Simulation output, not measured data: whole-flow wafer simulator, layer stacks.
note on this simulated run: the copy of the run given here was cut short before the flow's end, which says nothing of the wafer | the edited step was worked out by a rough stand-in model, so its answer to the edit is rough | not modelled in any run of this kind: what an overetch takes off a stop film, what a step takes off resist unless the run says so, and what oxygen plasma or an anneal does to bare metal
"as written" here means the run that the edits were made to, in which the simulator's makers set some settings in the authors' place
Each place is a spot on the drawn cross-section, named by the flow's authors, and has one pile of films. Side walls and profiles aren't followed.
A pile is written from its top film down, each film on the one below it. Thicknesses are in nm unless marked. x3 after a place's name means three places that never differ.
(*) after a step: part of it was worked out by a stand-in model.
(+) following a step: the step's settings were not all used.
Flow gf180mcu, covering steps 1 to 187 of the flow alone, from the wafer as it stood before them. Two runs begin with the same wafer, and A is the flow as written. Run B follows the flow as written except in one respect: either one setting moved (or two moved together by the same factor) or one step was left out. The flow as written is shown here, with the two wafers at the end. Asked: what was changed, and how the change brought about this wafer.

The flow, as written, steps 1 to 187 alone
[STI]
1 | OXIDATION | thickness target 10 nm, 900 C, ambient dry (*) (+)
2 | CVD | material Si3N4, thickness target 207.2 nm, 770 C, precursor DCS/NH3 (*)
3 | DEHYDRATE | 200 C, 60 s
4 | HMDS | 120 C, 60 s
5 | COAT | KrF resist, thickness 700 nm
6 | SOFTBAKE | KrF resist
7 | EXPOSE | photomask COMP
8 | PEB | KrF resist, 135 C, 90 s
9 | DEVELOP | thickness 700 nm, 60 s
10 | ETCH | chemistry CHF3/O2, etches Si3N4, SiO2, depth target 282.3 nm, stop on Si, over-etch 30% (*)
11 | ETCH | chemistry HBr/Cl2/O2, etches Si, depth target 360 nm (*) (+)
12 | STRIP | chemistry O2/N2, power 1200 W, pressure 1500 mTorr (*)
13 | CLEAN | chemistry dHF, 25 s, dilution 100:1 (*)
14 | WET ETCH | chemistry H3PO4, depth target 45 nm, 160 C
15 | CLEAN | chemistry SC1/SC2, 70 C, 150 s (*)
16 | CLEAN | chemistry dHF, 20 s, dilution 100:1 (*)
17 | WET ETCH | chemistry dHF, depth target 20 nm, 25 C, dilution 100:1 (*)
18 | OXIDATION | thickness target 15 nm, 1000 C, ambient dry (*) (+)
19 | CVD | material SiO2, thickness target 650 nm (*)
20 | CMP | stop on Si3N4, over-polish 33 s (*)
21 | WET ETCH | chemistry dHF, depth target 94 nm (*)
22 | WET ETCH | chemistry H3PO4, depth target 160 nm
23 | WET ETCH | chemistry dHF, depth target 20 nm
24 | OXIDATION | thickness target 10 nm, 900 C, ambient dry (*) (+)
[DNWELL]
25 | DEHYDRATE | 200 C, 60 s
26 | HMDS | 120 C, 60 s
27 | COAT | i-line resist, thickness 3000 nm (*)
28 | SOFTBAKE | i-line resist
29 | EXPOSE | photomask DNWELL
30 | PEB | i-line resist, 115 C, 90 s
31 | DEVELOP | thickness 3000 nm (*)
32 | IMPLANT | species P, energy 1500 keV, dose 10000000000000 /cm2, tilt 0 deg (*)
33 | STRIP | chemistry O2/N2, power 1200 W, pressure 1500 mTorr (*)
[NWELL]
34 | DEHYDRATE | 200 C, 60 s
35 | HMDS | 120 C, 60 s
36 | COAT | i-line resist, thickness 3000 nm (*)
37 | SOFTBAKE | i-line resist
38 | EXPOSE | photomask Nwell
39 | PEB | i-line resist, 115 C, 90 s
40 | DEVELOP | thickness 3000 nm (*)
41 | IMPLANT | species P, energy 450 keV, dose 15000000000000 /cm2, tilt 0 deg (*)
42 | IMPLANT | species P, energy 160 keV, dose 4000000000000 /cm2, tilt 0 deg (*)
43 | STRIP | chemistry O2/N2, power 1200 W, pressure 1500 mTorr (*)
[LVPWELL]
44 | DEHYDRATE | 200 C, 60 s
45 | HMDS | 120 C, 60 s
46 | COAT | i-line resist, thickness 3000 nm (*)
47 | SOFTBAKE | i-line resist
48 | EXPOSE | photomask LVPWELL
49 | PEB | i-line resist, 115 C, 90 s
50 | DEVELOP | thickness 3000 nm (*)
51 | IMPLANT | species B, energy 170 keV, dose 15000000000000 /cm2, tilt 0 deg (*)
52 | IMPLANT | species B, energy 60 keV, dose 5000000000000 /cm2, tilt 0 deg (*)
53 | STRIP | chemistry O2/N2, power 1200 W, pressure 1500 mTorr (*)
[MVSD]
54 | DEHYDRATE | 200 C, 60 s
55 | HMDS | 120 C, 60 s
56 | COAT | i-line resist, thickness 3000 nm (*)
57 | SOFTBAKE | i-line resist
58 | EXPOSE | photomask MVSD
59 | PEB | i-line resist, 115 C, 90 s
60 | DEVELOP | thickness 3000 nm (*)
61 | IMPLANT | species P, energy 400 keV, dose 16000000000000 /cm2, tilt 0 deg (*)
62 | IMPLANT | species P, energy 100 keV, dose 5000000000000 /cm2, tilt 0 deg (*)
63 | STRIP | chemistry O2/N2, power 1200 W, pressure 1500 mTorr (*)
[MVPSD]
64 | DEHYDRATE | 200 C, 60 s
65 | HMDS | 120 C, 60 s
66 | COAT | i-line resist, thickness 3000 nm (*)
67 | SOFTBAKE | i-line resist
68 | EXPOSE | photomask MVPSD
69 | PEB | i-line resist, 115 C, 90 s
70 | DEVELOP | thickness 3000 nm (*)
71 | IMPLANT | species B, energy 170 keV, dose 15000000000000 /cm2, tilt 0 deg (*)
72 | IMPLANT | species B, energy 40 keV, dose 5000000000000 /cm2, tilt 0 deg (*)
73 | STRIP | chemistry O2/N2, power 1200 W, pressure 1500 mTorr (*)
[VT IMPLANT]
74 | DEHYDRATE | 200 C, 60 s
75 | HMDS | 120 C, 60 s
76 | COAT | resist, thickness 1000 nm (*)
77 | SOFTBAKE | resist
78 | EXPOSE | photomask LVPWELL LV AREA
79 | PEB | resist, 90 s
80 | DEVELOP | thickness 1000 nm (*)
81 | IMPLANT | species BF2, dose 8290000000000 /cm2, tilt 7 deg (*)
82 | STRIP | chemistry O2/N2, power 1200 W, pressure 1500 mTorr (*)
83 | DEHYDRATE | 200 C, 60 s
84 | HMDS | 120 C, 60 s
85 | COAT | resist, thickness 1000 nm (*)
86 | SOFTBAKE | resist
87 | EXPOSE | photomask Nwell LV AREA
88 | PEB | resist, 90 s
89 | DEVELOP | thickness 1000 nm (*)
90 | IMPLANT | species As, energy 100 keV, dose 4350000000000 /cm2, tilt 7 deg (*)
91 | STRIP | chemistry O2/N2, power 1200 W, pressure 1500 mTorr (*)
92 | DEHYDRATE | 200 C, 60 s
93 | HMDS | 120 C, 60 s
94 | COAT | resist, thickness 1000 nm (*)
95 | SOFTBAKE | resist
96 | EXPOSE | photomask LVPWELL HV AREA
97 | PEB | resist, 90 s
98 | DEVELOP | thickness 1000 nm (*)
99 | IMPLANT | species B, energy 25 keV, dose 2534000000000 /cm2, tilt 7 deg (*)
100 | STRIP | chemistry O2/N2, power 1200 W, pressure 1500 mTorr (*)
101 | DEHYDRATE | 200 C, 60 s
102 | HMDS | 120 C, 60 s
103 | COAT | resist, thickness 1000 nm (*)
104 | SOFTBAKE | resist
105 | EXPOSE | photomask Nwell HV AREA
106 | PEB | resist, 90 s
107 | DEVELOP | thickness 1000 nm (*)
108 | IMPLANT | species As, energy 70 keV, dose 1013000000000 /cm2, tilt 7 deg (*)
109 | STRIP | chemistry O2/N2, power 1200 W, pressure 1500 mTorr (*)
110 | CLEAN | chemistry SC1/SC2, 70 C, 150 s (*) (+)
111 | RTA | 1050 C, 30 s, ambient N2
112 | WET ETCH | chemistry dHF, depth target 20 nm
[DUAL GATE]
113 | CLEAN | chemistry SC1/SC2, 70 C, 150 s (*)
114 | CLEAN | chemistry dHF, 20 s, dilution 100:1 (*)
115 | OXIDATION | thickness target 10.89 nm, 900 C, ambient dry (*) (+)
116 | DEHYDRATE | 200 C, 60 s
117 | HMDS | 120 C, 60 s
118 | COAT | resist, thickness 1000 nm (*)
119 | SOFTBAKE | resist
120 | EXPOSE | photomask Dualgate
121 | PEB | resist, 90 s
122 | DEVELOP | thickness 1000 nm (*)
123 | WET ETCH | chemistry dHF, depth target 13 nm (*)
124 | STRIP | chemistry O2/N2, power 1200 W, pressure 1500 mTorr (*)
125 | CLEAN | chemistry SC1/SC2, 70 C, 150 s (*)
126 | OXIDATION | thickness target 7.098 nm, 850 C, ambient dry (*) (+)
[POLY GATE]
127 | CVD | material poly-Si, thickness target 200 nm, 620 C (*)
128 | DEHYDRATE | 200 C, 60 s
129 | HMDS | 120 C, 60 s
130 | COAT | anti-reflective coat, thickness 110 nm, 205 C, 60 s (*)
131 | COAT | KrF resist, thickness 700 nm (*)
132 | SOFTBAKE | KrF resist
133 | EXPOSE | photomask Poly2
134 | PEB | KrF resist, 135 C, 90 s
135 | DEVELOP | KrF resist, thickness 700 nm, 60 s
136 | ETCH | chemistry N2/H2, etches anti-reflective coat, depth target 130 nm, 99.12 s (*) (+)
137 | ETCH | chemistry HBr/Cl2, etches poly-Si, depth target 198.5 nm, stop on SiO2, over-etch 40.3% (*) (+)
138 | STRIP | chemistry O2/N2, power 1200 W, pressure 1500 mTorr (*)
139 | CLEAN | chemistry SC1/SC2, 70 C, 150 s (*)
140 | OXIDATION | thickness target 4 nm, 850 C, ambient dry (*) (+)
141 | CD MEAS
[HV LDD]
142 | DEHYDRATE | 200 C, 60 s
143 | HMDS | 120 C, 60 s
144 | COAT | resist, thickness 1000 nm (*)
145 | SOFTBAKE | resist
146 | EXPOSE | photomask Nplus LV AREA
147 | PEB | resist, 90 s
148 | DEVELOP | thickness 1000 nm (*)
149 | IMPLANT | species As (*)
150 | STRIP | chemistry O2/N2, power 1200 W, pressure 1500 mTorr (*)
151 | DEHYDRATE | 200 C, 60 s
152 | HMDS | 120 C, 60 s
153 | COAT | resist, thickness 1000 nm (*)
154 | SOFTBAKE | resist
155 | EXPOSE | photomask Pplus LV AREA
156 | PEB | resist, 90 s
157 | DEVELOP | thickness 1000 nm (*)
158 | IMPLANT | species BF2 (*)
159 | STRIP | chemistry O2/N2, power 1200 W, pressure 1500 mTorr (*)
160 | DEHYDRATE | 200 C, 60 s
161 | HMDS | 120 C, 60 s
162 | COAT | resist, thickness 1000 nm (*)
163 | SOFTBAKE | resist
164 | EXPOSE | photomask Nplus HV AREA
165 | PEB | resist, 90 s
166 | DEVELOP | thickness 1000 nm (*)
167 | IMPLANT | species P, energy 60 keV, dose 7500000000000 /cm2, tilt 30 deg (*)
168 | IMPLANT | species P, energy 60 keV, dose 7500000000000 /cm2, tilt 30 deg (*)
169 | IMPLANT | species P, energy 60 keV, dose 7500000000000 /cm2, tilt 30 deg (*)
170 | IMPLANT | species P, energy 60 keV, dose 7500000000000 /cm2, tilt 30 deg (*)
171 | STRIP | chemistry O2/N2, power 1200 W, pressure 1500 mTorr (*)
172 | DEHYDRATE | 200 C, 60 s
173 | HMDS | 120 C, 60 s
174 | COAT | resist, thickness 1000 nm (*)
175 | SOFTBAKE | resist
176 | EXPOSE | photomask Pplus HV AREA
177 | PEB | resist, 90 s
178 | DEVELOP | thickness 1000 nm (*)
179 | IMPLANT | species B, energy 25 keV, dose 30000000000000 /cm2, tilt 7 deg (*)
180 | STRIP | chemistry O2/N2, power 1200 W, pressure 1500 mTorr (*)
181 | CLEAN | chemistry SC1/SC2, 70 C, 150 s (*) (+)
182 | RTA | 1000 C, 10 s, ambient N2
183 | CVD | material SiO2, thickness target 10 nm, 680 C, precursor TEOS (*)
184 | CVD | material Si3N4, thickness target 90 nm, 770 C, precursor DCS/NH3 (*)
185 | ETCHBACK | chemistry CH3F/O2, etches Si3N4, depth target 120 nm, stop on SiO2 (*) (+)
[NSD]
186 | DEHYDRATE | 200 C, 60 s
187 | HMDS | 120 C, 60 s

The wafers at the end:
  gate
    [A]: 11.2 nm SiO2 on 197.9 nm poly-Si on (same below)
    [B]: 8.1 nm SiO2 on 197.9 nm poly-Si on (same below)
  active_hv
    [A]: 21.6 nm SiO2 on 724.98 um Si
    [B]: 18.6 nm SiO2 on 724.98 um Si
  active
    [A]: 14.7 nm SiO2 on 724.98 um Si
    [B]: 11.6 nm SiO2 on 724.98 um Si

Cause: step 183, CVD: thickness target 6.94 nm was run, though the flow has thickness target 10 nm.

Step by step, how the change led to this:
  183 | CVD | material SiO2, thickness target 10 nm, 680 C, precursor TEOS (*)
      field, field__w1, field__w2 and 99 more: A SiO2 gains 10 | B SiO2 gains 6.94
      ld_drift_p: A SiO2 gains 9.87 | B SiO2 gains 6.85
      (and at 1 other place as well)
